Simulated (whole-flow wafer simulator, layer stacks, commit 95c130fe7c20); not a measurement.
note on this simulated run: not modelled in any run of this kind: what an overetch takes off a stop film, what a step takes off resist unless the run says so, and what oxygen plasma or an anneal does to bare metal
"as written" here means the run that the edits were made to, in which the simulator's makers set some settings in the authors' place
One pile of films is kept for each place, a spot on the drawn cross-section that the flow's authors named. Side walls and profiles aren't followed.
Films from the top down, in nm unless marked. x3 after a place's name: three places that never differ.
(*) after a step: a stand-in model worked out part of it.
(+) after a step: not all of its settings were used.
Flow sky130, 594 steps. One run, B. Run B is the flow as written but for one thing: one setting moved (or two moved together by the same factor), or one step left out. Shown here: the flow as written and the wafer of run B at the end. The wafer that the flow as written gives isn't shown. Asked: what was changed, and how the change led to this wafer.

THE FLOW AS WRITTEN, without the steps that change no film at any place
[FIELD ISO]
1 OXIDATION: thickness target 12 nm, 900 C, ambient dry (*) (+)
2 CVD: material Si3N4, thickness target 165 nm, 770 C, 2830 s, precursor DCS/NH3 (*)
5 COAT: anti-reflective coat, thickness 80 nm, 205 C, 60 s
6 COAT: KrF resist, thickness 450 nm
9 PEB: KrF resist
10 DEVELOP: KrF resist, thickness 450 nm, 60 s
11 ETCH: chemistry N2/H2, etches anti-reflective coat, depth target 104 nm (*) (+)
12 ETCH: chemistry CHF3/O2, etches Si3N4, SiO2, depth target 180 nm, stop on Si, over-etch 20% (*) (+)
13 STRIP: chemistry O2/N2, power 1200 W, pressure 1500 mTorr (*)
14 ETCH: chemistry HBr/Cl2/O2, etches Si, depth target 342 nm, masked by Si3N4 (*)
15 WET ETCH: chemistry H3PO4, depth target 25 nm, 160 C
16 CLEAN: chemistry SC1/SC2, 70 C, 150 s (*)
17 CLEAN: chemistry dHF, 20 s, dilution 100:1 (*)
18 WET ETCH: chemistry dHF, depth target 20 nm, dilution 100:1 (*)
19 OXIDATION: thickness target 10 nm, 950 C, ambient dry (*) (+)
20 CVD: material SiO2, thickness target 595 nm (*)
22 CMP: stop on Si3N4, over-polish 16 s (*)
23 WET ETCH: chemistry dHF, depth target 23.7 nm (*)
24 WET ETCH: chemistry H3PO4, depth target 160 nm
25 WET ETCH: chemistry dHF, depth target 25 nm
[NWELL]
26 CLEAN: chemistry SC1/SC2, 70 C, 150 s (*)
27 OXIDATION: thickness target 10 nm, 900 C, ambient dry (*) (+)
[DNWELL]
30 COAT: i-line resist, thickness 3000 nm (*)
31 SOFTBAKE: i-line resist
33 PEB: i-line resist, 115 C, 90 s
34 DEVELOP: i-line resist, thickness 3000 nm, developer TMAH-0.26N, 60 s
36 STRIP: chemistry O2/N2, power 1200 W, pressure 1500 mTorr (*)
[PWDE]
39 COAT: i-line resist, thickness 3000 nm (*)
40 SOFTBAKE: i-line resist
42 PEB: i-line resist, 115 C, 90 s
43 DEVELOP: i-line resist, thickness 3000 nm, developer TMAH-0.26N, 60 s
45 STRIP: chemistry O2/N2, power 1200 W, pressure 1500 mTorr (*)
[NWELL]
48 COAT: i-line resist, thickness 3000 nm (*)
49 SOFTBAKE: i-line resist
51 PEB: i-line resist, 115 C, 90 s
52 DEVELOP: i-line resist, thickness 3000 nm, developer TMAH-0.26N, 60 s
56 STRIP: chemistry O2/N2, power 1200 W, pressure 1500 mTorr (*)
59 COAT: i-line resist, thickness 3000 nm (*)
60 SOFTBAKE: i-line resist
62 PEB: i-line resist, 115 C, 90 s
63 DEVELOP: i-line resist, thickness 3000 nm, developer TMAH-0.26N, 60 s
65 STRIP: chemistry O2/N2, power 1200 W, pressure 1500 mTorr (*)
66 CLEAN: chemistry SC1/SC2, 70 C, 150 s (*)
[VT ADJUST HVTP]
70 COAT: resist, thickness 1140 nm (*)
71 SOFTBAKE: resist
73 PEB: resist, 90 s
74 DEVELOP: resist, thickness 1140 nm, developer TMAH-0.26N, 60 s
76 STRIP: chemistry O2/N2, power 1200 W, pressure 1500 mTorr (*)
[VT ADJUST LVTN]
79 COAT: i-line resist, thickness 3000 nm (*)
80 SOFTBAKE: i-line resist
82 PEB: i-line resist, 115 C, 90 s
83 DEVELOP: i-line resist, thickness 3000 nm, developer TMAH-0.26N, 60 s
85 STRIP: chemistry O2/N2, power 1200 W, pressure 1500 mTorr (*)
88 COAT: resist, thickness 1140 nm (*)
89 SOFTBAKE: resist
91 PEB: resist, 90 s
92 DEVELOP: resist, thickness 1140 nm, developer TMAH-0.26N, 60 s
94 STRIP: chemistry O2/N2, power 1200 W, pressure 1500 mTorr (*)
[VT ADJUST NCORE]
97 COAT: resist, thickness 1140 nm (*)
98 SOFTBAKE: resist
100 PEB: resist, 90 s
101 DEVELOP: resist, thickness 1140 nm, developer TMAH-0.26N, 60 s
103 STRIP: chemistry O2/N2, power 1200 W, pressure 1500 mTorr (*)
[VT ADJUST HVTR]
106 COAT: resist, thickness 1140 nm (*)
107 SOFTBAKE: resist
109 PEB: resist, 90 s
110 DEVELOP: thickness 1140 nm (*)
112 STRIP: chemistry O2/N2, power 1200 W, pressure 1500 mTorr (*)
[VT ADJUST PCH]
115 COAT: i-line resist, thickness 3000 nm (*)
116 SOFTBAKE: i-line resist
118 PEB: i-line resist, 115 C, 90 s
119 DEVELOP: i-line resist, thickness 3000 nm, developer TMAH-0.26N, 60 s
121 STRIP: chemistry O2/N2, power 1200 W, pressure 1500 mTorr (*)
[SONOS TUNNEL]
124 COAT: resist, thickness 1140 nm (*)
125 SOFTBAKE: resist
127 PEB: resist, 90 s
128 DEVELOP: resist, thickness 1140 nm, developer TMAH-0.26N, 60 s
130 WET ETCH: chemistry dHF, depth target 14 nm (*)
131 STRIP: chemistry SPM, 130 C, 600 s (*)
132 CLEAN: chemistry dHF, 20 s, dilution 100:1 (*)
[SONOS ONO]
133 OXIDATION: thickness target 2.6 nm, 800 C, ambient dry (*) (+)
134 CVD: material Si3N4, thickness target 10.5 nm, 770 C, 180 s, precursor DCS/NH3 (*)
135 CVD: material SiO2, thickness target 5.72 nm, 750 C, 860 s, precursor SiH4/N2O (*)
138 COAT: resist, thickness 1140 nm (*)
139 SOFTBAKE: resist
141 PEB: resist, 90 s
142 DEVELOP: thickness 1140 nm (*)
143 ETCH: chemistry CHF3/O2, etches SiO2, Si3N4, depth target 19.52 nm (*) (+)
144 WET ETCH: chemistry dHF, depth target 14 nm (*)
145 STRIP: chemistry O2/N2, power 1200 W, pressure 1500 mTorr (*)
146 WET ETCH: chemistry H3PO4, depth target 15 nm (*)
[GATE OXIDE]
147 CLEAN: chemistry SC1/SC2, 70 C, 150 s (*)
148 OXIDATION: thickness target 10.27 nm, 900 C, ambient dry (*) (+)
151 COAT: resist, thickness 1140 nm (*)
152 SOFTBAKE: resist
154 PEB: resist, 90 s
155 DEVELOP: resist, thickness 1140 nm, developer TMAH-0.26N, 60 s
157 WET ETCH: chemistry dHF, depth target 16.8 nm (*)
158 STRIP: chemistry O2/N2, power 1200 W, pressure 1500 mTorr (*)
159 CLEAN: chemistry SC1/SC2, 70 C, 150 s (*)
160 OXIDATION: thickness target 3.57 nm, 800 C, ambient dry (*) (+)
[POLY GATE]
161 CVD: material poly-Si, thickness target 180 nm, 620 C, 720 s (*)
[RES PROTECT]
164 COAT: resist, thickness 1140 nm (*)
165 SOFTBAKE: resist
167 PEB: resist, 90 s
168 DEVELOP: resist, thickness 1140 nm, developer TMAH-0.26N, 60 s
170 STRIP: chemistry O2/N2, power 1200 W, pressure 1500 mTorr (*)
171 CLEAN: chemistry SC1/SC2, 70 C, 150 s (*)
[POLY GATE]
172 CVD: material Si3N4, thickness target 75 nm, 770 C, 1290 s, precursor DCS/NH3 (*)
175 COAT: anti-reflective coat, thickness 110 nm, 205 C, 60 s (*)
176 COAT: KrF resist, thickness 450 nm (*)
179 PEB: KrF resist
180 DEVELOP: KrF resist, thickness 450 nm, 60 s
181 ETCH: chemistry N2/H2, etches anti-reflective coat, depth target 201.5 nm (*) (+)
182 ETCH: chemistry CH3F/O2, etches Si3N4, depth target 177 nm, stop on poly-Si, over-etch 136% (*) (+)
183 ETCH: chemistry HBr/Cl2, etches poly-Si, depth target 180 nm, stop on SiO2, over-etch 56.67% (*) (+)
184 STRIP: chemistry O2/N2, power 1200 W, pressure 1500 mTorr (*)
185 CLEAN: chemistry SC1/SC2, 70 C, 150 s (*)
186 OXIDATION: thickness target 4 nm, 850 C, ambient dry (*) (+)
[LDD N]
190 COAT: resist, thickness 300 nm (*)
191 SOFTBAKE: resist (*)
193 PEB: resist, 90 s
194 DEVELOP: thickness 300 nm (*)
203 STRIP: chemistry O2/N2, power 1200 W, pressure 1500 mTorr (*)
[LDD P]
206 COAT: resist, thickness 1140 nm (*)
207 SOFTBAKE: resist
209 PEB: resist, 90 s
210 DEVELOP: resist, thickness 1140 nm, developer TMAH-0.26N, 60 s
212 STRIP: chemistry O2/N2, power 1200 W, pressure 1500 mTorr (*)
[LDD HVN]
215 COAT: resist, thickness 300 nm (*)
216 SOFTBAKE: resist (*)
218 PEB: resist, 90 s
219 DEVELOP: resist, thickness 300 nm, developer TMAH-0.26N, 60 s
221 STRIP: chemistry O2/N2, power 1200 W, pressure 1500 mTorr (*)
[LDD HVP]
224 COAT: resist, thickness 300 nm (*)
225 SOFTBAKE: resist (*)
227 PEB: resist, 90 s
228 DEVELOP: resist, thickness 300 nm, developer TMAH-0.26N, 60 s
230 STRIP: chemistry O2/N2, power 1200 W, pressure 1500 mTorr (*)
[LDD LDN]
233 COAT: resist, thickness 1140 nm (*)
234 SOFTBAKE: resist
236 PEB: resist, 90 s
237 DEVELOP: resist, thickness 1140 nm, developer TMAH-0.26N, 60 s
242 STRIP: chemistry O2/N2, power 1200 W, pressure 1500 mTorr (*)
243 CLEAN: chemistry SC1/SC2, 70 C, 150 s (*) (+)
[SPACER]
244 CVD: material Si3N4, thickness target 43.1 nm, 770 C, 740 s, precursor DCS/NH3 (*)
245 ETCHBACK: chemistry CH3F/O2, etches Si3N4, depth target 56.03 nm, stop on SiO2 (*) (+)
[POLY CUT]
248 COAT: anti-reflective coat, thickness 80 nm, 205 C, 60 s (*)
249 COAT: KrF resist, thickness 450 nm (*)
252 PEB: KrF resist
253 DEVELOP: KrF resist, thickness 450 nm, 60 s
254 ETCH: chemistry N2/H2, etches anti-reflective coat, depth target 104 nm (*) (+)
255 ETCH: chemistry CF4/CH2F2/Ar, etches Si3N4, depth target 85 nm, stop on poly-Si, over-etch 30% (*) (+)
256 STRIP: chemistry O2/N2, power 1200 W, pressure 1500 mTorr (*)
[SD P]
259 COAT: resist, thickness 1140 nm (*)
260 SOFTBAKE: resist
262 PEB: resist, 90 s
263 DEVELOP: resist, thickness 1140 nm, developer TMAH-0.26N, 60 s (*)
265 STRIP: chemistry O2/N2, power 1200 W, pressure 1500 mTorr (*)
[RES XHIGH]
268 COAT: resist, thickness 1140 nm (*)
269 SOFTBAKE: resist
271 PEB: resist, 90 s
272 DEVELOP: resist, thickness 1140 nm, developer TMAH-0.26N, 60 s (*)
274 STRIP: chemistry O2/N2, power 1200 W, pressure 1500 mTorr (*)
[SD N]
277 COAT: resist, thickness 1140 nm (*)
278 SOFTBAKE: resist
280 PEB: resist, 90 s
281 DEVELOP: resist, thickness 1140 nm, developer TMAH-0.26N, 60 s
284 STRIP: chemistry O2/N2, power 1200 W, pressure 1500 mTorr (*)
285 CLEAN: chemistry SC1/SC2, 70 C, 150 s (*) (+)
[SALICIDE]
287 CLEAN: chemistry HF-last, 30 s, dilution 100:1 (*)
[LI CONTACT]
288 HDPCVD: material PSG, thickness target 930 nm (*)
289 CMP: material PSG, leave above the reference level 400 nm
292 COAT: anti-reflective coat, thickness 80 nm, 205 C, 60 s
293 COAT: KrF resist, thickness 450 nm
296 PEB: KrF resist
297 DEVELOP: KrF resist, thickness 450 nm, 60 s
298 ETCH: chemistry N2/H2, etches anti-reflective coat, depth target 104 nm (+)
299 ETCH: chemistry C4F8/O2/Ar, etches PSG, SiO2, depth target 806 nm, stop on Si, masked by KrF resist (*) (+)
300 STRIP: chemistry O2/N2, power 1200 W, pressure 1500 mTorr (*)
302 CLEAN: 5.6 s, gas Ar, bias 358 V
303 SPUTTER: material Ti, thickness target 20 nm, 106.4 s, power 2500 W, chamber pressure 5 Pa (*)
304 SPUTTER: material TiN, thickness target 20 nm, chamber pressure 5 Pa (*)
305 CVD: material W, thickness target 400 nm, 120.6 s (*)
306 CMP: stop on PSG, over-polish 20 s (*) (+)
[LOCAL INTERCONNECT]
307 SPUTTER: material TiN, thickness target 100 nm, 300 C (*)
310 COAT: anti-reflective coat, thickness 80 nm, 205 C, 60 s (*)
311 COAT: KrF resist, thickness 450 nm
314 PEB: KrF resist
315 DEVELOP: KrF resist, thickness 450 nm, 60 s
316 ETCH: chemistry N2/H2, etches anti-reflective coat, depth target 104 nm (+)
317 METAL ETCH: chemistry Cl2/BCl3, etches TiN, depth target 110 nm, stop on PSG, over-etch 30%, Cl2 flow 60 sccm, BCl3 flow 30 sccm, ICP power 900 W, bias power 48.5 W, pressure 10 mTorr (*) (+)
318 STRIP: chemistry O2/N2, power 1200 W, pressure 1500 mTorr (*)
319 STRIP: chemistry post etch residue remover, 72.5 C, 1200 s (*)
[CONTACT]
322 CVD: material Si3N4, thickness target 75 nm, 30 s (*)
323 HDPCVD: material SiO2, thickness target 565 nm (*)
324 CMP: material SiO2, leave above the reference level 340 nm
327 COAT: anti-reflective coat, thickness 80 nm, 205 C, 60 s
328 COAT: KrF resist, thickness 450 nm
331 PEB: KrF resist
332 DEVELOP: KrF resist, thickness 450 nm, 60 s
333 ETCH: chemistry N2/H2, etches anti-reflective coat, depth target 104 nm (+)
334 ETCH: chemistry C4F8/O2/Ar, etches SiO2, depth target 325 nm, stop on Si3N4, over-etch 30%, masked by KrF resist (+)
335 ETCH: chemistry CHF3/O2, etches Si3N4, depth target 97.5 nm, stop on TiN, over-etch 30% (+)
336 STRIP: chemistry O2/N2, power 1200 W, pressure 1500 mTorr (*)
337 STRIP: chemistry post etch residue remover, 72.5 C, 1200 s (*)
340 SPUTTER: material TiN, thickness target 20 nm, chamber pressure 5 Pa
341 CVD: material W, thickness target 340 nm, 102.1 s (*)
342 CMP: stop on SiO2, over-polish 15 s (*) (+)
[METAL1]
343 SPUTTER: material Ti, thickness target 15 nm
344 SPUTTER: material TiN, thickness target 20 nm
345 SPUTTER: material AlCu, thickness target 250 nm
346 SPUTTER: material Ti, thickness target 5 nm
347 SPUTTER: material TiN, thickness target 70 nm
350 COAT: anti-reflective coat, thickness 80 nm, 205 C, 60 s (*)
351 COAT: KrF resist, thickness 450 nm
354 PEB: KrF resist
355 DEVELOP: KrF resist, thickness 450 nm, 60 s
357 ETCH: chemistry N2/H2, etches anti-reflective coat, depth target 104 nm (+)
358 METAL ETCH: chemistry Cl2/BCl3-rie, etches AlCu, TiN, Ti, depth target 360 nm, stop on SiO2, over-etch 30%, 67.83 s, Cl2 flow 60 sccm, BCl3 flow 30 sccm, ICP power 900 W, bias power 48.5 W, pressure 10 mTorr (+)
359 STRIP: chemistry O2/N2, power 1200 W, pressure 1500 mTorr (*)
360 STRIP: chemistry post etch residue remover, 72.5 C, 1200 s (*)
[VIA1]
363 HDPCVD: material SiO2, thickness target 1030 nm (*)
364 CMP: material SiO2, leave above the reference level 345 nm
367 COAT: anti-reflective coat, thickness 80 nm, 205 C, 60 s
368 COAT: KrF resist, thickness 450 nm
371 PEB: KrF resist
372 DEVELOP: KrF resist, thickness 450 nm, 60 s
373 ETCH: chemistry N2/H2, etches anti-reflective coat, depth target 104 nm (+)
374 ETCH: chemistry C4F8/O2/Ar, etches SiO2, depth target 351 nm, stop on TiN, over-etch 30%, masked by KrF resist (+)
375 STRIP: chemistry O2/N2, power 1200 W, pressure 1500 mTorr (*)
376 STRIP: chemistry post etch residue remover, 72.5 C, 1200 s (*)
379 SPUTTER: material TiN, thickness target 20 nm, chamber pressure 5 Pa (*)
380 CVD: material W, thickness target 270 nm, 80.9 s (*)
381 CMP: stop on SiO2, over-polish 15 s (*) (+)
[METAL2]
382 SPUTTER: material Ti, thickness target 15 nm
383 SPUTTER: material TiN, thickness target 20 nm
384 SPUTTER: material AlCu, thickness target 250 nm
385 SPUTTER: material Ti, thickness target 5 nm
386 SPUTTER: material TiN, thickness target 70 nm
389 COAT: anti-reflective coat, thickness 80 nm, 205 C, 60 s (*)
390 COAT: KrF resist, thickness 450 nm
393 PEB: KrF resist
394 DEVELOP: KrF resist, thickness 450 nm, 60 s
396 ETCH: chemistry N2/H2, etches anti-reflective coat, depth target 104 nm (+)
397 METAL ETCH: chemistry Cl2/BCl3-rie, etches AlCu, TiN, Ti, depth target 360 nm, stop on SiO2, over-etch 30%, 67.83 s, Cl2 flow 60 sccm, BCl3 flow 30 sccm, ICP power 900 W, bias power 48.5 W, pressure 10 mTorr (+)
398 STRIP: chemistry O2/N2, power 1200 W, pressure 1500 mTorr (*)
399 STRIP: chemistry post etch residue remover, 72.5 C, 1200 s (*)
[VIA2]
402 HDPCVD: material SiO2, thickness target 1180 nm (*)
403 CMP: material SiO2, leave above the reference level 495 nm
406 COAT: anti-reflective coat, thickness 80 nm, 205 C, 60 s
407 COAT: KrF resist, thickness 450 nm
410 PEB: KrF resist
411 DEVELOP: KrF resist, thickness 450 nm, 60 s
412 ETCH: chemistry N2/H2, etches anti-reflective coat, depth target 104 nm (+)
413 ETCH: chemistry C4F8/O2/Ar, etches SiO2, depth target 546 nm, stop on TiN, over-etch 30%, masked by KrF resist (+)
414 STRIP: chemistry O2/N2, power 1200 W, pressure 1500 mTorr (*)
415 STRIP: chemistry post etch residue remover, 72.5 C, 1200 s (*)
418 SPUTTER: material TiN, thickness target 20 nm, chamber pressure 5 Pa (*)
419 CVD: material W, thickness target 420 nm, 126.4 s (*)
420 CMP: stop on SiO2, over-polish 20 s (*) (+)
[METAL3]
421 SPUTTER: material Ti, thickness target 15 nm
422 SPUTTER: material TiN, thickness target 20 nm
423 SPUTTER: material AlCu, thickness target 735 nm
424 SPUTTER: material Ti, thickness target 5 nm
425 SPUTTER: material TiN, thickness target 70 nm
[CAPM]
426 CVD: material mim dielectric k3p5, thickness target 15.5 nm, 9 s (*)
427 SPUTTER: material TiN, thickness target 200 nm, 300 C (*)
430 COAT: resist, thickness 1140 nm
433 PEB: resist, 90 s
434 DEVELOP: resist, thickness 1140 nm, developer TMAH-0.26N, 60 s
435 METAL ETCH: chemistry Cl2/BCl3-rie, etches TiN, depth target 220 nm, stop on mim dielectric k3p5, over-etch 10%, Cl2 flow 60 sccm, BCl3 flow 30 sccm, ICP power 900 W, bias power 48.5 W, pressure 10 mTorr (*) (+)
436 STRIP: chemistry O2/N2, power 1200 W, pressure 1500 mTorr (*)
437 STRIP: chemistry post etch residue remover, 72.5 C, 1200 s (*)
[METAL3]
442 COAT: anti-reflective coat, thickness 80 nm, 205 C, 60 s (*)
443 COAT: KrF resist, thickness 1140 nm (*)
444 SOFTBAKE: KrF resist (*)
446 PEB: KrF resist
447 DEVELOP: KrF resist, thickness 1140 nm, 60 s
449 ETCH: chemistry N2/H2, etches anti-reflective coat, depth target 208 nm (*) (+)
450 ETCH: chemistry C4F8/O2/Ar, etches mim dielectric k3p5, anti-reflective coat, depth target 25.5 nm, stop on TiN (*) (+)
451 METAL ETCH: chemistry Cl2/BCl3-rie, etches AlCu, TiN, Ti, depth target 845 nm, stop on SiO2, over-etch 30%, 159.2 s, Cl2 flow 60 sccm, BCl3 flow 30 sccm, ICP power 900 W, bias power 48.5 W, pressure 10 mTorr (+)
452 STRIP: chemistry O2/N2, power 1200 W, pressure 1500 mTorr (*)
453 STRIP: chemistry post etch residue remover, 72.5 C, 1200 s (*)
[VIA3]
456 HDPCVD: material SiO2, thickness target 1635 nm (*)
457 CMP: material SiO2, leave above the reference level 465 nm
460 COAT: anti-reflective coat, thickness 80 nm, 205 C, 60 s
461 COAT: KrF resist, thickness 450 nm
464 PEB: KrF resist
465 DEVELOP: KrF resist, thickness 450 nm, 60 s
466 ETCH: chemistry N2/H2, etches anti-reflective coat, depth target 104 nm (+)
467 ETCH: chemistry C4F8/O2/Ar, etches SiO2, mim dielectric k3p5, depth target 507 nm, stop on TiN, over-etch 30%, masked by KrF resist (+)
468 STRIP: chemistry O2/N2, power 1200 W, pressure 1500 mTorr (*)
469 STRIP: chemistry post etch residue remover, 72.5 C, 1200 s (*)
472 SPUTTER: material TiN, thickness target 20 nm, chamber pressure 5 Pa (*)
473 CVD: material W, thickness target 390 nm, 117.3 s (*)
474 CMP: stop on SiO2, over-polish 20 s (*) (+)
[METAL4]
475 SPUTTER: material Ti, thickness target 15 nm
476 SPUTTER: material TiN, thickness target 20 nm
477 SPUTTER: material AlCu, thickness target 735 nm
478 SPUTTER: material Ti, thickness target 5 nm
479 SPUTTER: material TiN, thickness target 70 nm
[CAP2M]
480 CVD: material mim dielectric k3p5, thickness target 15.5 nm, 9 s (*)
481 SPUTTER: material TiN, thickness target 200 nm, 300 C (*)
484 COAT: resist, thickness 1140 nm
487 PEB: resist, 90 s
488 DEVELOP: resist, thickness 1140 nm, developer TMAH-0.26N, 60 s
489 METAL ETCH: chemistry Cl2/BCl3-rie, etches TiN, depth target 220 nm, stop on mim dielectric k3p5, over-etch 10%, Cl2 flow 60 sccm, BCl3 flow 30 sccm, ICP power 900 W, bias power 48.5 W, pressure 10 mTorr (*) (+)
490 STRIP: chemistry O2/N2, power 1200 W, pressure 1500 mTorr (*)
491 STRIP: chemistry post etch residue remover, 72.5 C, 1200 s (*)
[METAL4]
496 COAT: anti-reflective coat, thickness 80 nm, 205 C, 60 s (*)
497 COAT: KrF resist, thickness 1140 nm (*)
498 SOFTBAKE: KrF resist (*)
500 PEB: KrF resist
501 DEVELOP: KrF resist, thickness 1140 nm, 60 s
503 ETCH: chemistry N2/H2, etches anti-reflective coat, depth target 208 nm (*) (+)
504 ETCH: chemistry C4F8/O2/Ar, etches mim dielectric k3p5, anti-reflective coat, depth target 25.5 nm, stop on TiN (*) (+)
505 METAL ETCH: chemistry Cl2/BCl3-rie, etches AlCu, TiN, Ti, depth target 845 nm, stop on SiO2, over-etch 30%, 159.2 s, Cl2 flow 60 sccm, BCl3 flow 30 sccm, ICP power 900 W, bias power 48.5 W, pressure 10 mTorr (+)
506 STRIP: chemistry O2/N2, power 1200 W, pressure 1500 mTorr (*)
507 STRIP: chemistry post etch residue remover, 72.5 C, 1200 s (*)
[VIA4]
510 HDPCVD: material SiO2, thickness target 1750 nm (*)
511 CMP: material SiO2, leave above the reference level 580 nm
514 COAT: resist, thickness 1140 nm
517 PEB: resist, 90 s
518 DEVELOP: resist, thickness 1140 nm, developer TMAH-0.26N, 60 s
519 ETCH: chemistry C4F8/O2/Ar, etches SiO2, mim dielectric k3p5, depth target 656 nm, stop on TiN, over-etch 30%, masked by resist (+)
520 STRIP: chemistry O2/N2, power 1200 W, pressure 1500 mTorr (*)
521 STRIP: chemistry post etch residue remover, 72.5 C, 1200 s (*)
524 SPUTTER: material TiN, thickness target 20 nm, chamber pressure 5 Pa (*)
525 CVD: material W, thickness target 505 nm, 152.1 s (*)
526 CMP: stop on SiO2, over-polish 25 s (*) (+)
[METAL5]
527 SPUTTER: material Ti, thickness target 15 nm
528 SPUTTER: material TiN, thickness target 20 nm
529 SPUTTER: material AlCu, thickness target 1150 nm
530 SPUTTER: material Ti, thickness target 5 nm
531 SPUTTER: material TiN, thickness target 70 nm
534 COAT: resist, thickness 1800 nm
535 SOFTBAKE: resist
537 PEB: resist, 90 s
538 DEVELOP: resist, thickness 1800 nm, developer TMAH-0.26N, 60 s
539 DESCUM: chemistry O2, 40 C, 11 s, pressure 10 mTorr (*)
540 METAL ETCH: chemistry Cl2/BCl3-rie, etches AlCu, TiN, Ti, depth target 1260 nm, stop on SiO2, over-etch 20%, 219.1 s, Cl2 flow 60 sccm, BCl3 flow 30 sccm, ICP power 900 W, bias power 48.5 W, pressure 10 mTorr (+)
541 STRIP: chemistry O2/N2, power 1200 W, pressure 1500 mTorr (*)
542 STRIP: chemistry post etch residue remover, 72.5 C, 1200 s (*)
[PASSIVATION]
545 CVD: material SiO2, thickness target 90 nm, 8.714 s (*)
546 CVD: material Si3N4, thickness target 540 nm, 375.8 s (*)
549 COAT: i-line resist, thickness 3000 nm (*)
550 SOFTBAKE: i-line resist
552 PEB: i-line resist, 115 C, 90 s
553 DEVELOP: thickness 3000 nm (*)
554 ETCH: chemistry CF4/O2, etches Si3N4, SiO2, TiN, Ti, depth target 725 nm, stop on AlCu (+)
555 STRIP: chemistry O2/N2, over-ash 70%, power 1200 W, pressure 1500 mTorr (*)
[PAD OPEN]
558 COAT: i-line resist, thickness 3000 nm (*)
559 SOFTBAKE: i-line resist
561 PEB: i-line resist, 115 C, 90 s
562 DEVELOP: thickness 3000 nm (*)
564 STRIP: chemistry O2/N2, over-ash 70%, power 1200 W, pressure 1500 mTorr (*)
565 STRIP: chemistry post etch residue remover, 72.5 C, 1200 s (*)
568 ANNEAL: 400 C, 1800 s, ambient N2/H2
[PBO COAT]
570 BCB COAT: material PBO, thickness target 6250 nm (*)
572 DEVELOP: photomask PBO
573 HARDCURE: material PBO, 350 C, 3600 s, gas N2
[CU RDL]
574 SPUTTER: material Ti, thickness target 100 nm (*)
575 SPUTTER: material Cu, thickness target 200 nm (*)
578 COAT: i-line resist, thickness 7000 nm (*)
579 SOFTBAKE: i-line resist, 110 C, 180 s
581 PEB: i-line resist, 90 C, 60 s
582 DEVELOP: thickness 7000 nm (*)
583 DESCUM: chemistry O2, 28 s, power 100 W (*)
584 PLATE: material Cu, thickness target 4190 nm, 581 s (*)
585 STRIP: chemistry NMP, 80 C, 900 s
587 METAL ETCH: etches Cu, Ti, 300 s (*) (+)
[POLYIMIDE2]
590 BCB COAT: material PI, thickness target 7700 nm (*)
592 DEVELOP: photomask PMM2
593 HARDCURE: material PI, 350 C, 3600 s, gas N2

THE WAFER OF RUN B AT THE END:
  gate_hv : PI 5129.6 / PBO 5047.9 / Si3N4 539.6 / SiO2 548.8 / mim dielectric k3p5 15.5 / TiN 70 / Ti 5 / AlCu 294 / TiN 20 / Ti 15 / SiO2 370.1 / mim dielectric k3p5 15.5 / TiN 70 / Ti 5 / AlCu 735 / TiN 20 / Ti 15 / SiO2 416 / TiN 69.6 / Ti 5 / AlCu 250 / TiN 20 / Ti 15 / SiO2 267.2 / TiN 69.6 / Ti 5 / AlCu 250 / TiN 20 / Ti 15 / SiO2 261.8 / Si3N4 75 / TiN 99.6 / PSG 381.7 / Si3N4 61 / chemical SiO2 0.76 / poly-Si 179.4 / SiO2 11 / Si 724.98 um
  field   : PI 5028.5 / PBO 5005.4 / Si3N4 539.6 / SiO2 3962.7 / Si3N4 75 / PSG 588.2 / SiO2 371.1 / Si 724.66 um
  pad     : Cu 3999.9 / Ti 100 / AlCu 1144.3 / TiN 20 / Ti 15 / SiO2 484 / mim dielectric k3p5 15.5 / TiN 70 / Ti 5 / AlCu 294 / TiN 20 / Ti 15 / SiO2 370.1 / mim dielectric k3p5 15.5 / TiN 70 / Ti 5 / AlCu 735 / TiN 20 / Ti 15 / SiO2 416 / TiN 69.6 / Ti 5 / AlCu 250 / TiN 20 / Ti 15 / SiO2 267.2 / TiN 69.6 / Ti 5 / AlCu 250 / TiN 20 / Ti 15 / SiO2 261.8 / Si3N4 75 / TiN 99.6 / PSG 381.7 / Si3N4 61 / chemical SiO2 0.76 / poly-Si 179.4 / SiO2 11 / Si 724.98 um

The cause: step 477, SPUTTER: thickness target 294 nm was run, where the flow has thickness target 735 nm.
It can be read off the wafer: gate_hv has AlCu 294, and step 477 as written asks for 735 nm.

How the change led to this, step by step:
  477 SPUTTER: material AlCu, thickness target 735 nm
      field, active, n_well and 189 more: AlCu +294 (new film) (as written it would be: AlCu +735 (new film))
  505 METAL ETCH: chemistry Cl2/BCl3-rie, etches AlCu, TiN, Ti, depth target 845 nm, stop on SiO2, over-etch 30%, 159.2 s, Cl2 flow 60 sccm, BCl3 flow 30 sccm, ICP power 900 W, bias power 48.5 W, pressure 10 mTorr (+)
      field, active, gate and 63 more: TiN -70 (all of it), Ti -5 (all of it), AlCu -294 (all of it), TiN -20 (all of it), Ti -15 (all of it), SiO2 -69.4 (as written it would be: TiN -70 (all of it), Ti -5 (all of it), AlCu -735 (all of it), TiN -20 (all of it), Ti -15 (all of it), SiO2 -25.4)
      vpp_iso1, m1_ln, poly_licon and 8 more: TiN -70 (all of it), Ti -5 (all of it), AlCu -294 (all of it), TiN -20 (all of it), Ti -15 (all of it), SiO2 -69.4 (as written it would be: TiN -70 (all of it), Ti -5 (all of it), AlCu -735 (all of it), TiN -20 (all of it), Ti -15 (all of it), SiO2 -25.3)
      (and at 11 more places)
  511 CMP: material SiO2, leave above the reference level 580 nm
      field, active, gate and 66 more: SiO2 -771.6 (as written it would be: SiO2 -374.7)
      vpp_ln, vpp_iso2, mim_edge_plate and 7 more: SiO2 -771.5 (as written it would be: SiO2 -374.7)
      (and at 9 more places)
